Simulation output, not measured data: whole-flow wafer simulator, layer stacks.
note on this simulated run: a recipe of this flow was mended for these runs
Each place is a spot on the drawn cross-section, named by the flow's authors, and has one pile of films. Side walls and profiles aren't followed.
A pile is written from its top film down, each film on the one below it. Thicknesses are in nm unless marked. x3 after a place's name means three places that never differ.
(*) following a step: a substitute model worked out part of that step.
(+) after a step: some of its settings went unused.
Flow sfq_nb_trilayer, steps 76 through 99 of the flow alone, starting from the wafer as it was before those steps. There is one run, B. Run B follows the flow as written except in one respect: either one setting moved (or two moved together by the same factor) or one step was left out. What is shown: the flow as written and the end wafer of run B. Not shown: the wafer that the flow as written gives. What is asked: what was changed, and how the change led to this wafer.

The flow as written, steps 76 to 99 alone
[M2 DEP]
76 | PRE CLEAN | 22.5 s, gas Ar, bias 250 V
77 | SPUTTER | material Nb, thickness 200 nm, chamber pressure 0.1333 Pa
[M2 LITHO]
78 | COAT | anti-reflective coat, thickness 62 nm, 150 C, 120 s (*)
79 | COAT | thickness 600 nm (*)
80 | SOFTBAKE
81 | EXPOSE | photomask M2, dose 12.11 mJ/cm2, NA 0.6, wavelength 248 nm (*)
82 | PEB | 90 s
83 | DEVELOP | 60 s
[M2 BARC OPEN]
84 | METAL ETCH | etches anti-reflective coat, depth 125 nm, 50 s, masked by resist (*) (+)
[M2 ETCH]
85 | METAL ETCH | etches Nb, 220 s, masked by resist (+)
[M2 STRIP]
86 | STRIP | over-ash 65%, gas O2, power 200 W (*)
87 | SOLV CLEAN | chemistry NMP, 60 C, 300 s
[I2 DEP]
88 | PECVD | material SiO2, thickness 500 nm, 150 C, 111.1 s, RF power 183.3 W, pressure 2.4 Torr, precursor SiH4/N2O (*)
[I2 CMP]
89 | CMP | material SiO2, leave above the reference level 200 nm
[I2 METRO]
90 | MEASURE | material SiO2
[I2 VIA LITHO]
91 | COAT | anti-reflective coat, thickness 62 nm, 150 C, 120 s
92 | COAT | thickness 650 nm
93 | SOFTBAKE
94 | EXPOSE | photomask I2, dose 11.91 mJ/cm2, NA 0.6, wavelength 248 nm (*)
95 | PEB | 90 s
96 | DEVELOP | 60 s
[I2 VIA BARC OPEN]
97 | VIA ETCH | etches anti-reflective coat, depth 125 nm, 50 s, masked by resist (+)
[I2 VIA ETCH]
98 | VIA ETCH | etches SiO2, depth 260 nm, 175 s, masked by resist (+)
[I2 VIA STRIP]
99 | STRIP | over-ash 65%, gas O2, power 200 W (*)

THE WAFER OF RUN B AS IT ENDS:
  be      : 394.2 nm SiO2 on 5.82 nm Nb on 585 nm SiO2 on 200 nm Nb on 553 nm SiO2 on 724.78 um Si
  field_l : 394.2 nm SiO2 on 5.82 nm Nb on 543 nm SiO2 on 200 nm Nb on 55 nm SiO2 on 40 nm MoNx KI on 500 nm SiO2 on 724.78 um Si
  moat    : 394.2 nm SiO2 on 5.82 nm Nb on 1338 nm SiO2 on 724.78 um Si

Cause: step 85, METAL ETCH: 178 s was run, whereas the flow has 220 s.

How this came from the change, step by step:
  85 | METAL ETCH | etches Nb, 220 s, masked by resist (+)
      field_l, be, be_sur and 81 more: Nb loses 194.2 (in the flow as written it would be: Nb loses 200 (all of it), SiO2 loses 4)
      v_sur, via_wl, via_w, via_wr, via_sp, via_v, wire, wl_j_sl x15: KrF-resist-other-grade loses 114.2 (in the flow as written it would be: KrF-resist-other-grade loses 141.2)
  86 | STRIP | over-ash 65%, gas O2, power 200 W (*)
      wl_j_sl x15: KrF-resist-other-grade loses 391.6 (all of it), anti-reflective coat loses 62 (all of it) (in the flow as written it would be: KrF-resist-other-grade loses 364.6 (all of it), anti-reflective coat loses 62 (all of it))
      v_sur: KrF-resist-other-grade loses 387.6 (all of it), anti-reflective coat loses 64.8 (all of it) (in the flow as written it would be: KrF-resist-other-grade loses 360.6 (all of it), anti-reflective coat loses 64.8 (all of it))
      (as well as at 6 more places)
  88 | PECVD | material SiO2, thickness 500 nm, 150 C, 111.1 s, RF power 183.3 W, pressure 2.4 Torr, precursor SiH4/N2O (*)
      field_l, be, be_sur and 81 more: SiO2 gains 500 (new film) (in the flow as written it would be: SiO2 gains 500)
  89 | CMP | material SiO2, leave above the reference level 200 nm
      field_l, be, be_sur and 81 more: SiO2 loses 105.8 (in the flow as written it would be: SiO2 loses 96)
With metal films that touch counted as one body, be has 2 bodies (between them, from the top down: SiO2 585); the flow as written gives 1 body.
With metal films that touch counted as one body, field_l has 3 bodies (between them, from the top down: SiO2 543; SiO2 55); the flow as written gives 2 bodies (between them, from the top down: SiO2 55).
With metal films that touch counted as one body, moat has 1 body; the flow as written gives 0 bodies.
